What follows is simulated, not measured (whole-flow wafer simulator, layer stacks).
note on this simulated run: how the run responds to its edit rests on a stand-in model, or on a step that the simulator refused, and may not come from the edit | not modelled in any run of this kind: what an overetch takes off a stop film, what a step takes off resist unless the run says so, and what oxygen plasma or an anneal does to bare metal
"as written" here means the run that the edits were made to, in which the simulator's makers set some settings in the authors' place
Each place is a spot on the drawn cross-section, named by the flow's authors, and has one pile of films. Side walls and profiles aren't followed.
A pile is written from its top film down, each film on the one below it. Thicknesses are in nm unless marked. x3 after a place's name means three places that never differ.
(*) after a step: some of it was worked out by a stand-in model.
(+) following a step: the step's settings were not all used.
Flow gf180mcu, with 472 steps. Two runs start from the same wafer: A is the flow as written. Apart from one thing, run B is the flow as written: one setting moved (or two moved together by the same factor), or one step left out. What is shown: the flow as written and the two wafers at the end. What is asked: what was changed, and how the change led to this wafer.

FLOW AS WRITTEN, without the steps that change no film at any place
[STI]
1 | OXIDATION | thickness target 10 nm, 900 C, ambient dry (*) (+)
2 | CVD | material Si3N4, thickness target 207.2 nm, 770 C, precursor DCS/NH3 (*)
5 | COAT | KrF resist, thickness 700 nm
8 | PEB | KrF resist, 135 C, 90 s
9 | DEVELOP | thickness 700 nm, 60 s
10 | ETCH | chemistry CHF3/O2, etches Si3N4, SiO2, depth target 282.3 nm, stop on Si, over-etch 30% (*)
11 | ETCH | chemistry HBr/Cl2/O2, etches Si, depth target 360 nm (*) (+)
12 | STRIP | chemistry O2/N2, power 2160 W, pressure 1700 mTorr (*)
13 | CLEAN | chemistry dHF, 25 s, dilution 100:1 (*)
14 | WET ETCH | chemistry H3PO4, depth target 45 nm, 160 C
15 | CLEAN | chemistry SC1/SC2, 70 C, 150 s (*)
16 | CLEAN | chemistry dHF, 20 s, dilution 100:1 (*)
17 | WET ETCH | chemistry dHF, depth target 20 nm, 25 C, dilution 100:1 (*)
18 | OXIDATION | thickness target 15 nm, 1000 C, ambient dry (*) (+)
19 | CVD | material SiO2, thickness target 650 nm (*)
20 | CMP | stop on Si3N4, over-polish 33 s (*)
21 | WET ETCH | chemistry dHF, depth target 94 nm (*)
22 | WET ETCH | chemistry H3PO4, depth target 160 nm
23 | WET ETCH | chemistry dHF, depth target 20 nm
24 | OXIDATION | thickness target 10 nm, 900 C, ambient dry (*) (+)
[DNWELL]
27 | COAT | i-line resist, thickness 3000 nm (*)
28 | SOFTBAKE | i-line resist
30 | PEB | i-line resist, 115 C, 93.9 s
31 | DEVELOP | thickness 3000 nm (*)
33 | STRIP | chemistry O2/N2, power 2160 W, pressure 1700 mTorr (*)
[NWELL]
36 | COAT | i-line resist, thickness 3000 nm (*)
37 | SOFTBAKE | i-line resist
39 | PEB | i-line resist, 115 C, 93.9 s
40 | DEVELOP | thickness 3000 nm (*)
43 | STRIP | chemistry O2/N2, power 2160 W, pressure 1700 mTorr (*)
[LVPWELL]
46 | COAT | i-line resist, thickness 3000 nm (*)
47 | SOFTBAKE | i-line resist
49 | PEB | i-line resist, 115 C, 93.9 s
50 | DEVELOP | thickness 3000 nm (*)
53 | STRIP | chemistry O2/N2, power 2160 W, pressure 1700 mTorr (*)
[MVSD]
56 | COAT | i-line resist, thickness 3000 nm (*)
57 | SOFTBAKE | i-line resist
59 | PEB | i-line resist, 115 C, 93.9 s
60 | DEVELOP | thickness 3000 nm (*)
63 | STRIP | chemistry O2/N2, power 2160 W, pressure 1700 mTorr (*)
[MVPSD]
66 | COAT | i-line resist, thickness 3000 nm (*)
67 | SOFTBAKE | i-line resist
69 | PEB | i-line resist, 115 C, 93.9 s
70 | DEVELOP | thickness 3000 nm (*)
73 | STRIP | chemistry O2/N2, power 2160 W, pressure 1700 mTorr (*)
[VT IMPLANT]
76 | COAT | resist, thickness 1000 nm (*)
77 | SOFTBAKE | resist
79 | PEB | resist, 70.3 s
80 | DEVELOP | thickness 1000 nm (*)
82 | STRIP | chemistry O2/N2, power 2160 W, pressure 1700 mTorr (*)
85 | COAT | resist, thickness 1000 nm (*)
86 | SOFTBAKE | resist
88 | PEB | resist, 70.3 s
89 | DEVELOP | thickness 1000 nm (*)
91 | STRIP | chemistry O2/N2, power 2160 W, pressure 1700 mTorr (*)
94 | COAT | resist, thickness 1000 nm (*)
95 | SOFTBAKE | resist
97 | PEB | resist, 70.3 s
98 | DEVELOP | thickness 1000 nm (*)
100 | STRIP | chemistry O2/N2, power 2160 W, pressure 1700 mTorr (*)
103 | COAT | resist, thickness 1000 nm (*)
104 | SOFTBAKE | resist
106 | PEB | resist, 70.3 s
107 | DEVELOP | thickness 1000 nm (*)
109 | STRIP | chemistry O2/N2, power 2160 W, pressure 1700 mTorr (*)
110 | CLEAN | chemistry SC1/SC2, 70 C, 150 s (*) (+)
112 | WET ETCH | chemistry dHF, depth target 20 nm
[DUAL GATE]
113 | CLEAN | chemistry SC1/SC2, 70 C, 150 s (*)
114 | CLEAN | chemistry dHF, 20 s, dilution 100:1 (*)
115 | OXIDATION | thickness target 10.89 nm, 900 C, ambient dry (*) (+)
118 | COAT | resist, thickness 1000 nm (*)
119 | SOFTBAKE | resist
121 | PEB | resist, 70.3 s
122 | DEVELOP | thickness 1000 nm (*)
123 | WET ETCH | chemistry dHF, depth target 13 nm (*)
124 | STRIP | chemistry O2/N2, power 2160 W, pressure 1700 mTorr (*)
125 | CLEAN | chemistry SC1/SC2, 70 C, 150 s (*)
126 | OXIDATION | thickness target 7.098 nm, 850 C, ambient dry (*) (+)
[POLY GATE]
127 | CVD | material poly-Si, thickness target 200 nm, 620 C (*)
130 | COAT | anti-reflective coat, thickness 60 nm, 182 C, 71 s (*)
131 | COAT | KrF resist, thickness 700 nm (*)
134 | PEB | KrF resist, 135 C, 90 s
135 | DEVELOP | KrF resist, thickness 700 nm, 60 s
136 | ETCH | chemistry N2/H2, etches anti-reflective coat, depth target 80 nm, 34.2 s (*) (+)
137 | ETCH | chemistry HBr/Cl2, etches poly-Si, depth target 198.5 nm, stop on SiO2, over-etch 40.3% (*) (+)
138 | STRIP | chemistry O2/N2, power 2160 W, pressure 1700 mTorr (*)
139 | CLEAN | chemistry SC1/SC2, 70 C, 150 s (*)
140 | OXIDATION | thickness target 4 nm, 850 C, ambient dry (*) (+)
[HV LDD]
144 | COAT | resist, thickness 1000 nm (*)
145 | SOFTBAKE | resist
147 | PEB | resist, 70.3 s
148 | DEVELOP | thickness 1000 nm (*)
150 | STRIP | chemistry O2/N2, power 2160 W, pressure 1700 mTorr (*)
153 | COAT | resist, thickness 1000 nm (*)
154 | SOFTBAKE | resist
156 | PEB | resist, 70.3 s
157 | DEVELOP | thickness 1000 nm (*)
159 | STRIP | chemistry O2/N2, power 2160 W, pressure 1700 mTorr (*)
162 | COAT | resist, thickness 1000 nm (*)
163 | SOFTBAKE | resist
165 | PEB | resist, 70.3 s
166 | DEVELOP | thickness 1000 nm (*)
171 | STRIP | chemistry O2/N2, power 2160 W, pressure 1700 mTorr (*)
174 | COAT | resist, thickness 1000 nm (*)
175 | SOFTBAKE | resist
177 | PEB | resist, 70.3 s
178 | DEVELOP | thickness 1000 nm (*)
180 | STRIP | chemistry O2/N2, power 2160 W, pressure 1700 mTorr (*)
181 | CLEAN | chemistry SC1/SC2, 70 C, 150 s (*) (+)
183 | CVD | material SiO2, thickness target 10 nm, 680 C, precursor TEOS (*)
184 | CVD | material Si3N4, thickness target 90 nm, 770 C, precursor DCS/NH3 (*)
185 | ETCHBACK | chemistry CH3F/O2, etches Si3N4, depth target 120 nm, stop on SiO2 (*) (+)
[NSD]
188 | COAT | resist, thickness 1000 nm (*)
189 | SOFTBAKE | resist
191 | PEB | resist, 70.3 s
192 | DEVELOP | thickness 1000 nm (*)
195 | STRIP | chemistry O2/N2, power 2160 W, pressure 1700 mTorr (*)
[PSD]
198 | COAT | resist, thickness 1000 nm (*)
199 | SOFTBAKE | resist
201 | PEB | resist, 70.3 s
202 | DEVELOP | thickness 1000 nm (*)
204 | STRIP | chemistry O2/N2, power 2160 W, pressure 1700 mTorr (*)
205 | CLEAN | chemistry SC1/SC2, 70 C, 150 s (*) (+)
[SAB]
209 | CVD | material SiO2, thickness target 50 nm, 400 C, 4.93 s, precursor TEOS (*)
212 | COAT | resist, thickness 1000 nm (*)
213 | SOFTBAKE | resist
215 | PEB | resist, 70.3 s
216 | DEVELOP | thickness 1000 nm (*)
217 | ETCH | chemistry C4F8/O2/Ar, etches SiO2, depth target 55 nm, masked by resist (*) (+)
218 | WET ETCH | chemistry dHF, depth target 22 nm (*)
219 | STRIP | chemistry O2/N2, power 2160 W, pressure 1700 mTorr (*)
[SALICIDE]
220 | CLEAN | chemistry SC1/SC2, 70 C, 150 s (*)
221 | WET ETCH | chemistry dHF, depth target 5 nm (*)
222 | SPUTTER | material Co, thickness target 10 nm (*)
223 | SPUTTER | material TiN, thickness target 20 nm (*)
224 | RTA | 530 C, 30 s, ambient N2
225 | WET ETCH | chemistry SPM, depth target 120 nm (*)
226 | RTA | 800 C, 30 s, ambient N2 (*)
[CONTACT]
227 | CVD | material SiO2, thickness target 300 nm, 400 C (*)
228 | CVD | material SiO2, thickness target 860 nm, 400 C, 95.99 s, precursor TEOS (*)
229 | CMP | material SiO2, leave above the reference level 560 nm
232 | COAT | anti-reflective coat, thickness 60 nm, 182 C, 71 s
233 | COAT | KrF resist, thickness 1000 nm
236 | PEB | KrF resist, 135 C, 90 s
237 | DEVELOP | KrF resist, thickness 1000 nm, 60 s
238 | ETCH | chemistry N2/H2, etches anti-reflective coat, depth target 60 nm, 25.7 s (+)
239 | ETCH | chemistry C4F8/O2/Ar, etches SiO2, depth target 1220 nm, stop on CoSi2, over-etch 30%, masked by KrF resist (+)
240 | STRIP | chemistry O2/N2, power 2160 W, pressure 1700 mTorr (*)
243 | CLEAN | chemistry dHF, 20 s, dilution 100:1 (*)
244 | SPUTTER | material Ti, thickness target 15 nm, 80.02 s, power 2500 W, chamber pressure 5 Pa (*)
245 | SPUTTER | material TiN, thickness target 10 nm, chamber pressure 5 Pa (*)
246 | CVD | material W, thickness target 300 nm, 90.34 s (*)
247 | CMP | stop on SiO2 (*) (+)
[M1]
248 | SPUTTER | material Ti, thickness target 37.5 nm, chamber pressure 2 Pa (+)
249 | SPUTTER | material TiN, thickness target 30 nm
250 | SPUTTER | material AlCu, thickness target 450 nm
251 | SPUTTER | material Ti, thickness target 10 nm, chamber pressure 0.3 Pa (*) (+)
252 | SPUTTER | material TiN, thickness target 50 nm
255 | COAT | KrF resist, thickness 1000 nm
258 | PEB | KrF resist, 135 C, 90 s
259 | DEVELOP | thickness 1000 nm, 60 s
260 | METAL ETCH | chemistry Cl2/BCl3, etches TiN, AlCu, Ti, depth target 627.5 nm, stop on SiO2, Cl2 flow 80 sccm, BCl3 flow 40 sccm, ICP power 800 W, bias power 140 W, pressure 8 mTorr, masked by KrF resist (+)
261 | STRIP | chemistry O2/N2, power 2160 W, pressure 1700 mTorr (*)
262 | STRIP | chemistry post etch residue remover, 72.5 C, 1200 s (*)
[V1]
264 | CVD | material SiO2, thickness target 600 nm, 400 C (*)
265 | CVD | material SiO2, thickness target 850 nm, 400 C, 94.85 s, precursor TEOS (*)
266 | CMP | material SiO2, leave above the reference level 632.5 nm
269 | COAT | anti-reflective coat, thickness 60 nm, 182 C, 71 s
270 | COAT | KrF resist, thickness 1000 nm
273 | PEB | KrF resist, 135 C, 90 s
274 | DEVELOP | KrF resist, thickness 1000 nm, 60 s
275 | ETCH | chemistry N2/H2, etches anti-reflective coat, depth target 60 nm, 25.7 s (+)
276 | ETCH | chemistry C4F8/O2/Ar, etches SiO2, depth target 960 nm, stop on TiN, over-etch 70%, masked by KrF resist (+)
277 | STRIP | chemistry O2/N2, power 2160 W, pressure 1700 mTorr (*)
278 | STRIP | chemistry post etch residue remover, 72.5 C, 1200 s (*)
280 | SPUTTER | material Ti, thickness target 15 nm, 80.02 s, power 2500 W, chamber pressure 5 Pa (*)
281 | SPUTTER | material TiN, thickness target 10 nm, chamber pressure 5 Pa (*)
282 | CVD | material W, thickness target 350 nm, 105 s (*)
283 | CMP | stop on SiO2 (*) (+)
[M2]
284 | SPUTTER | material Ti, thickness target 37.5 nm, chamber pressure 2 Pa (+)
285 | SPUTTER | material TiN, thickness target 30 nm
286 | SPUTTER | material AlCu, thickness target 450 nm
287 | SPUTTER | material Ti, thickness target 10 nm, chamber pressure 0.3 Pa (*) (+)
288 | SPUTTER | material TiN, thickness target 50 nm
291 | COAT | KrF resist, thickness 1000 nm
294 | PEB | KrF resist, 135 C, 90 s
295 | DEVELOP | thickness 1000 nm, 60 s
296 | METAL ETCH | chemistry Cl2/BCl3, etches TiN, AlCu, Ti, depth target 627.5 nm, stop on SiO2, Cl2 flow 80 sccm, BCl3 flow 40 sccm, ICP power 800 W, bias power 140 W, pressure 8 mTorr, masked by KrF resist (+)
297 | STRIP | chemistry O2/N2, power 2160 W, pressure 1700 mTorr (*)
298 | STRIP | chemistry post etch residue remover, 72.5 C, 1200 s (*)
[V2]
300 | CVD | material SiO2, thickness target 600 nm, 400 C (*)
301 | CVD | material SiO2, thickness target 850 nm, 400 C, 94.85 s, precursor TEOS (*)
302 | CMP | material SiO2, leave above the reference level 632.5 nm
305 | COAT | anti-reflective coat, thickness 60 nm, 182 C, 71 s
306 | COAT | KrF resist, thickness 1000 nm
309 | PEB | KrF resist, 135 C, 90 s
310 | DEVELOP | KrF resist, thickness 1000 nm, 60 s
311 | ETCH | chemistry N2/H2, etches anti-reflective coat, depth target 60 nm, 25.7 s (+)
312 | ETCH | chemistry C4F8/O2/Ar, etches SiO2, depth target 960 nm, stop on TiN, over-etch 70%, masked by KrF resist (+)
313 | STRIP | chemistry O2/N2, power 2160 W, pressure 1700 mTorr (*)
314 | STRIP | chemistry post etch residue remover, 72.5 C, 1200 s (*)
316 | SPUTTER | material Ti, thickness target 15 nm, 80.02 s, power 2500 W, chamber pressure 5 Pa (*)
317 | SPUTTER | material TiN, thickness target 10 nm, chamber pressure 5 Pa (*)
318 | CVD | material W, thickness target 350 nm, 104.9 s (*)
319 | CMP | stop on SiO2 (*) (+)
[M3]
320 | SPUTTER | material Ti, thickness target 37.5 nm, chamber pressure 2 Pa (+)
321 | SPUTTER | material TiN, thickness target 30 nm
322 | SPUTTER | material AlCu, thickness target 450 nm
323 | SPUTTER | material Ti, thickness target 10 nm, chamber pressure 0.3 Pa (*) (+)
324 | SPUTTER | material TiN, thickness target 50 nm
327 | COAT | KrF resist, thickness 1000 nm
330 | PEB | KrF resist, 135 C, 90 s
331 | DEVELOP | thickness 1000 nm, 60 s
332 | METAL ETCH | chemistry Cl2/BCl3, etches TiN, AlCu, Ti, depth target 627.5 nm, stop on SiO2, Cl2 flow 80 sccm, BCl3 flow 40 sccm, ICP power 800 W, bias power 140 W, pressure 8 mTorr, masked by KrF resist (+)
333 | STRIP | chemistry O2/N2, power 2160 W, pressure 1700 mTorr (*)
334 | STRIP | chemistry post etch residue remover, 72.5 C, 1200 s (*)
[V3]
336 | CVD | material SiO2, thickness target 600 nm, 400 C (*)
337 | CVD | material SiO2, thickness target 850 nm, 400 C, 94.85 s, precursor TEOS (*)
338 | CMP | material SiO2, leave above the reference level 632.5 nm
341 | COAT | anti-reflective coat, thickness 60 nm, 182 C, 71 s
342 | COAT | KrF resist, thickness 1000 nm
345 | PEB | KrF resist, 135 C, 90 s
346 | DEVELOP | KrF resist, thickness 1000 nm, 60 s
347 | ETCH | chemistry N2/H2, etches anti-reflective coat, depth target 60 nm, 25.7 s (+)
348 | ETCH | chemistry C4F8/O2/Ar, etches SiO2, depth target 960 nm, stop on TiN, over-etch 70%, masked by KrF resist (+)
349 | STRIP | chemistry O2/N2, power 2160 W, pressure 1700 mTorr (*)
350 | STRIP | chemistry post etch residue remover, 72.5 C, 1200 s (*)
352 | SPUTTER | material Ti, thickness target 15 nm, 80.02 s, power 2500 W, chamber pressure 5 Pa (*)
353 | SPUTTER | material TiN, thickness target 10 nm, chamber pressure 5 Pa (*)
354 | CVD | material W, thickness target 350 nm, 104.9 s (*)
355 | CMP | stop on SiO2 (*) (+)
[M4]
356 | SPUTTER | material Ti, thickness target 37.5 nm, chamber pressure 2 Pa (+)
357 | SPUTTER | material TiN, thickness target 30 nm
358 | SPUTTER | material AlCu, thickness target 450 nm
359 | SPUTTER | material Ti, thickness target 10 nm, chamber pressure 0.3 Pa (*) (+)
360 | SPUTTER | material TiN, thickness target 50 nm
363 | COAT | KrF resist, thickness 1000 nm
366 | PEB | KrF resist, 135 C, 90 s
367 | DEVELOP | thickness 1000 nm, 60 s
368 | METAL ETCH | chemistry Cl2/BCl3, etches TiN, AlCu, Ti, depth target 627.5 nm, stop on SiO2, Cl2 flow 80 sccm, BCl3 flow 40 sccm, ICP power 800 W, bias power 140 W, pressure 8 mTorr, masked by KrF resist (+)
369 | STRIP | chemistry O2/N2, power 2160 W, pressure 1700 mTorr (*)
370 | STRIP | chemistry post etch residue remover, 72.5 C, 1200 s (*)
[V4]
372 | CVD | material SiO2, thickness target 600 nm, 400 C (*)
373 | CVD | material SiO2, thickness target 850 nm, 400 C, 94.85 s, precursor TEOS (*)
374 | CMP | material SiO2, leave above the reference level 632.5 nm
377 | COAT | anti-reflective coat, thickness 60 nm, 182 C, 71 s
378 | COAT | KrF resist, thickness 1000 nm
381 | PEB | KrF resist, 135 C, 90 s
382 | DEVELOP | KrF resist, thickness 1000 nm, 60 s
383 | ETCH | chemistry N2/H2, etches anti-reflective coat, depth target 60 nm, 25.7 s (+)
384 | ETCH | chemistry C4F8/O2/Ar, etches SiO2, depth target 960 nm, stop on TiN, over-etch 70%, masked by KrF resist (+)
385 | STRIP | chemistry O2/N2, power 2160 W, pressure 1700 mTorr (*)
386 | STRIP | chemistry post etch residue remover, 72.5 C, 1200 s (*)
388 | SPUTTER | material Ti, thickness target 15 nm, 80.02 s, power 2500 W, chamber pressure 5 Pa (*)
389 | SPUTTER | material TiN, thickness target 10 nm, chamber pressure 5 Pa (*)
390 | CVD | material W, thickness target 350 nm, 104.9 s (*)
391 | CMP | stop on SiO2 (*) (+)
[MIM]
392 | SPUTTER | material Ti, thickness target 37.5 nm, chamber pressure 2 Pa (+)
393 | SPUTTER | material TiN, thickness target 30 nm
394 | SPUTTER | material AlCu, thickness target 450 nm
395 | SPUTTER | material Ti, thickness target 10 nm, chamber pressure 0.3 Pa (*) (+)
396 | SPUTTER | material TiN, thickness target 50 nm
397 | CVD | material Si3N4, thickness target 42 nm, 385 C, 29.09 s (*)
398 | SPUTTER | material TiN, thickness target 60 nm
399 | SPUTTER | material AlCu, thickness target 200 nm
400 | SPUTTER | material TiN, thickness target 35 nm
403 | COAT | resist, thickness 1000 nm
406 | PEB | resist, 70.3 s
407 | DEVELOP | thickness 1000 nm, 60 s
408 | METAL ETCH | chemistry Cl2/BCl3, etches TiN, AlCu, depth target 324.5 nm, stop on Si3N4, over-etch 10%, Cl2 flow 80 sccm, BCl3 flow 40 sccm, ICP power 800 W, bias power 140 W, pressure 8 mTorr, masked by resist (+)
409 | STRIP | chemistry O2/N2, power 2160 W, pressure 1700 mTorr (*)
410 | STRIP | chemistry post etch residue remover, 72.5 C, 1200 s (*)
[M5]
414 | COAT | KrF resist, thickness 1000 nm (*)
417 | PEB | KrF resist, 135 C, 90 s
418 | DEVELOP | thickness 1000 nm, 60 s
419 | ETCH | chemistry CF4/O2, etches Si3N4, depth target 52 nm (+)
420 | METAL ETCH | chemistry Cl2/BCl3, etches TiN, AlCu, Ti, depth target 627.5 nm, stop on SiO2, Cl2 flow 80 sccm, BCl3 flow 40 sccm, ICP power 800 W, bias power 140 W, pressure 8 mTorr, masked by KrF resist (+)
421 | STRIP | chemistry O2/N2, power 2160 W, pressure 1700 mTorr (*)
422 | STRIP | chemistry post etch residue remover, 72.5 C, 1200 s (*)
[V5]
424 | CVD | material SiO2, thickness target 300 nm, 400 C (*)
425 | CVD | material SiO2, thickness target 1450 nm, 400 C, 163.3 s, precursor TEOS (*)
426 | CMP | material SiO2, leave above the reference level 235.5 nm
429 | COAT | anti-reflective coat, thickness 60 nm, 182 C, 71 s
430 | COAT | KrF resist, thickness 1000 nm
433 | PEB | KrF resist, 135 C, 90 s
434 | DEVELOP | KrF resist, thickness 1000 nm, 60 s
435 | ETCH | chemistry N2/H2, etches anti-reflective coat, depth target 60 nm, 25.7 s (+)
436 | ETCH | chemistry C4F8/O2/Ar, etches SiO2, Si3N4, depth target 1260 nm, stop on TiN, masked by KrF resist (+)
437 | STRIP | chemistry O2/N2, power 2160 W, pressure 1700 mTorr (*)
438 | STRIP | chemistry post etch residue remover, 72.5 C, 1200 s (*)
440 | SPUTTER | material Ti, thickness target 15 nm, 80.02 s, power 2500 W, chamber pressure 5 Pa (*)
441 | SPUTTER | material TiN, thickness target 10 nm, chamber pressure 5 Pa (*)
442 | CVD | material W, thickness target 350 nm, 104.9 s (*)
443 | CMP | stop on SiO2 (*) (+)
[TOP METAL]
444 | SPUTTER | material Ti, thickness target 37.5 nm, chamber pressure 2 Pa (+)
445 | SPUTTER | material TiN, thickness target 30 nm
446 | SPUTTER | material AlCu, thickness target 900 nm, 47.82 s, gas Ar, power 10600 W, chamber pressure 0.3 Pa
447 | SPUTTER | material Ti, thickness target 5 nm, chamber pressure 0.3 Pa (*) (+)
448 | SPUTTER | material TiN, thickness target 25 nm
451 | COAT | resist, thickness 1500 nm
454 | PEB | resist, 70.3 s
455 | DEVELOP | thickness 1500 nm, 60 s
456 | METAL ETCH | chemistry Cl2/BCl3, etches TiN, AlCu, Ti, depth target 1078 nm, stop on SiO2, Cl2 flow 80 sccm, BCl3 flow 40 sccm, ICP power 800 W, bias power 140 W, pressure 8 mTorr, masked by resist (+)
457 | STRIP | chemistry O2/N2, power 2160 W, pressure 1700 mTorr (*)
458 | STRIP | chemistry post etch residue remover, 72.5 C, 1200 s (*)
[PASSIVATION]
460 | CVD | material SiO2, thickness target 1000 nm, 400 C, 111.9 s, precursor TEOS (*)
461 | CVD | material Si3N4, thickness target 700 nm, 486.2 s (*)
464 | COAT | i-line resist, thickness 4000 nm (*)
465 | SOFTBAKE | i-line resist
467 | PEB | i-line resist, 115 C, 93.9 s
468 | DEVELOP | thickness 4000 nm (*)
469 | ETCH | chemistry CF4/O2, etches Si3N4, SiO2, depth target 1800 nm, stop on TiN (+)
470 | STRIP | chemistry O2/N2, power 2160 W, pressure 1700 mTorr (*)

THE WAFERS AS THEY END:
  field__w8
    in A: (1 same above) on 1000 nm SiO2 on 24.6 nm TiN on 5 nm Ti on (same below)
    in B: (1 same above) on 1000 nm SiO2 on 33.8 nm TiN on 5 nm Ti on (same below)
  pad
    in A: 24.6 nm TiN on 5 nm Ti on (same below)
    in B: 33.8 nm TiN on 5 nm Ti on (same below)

Cause: step 448, SPUTTER: thickness target 34.2 nm was run, whereas the flow has thickness target 25 nm.

How this came from the change, step by step:
  448 | SPUTTER | material TiN, thickness target 25 nm
      field, field__w1, field__w2 and 109 more: A +25 TiN (new film) | B +34.2 TiN (new film)
  456 | METAL ETCH | chemistry Cl2/BCl3, etches TiN, AlCu, Ti, depth target 1078 nm, stop on SiO2, Cl2 flow 80 sccm, BCl3 flow 40 sccm, ICP power 800 W, bias power 140 W, pressure 8 mTorr, masked by resist (+)
      field, field__w1, field__w2 and 103 more: A -25 TiN (all of it), -5 Ti (all of it), -900 AlCu (all of it), -30 TiN (all of it), -37.5 Ti (all of it) | B -34.2 TiN (all of it), -5 Ti (all of it), -900 AlCu (all of it), -30 TiN (all of it), -37.5 Ti (all of it)
  465 | SOFTBAKE | i-line resist
      gate: A +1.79 i-line resist | B -0.29 i-line resist
      ld_acc_p, ld_fp_p, ld_drift_p: A +33.8 i-line resist | B +27.3 i-line resist
      (as well as at 56 more places)
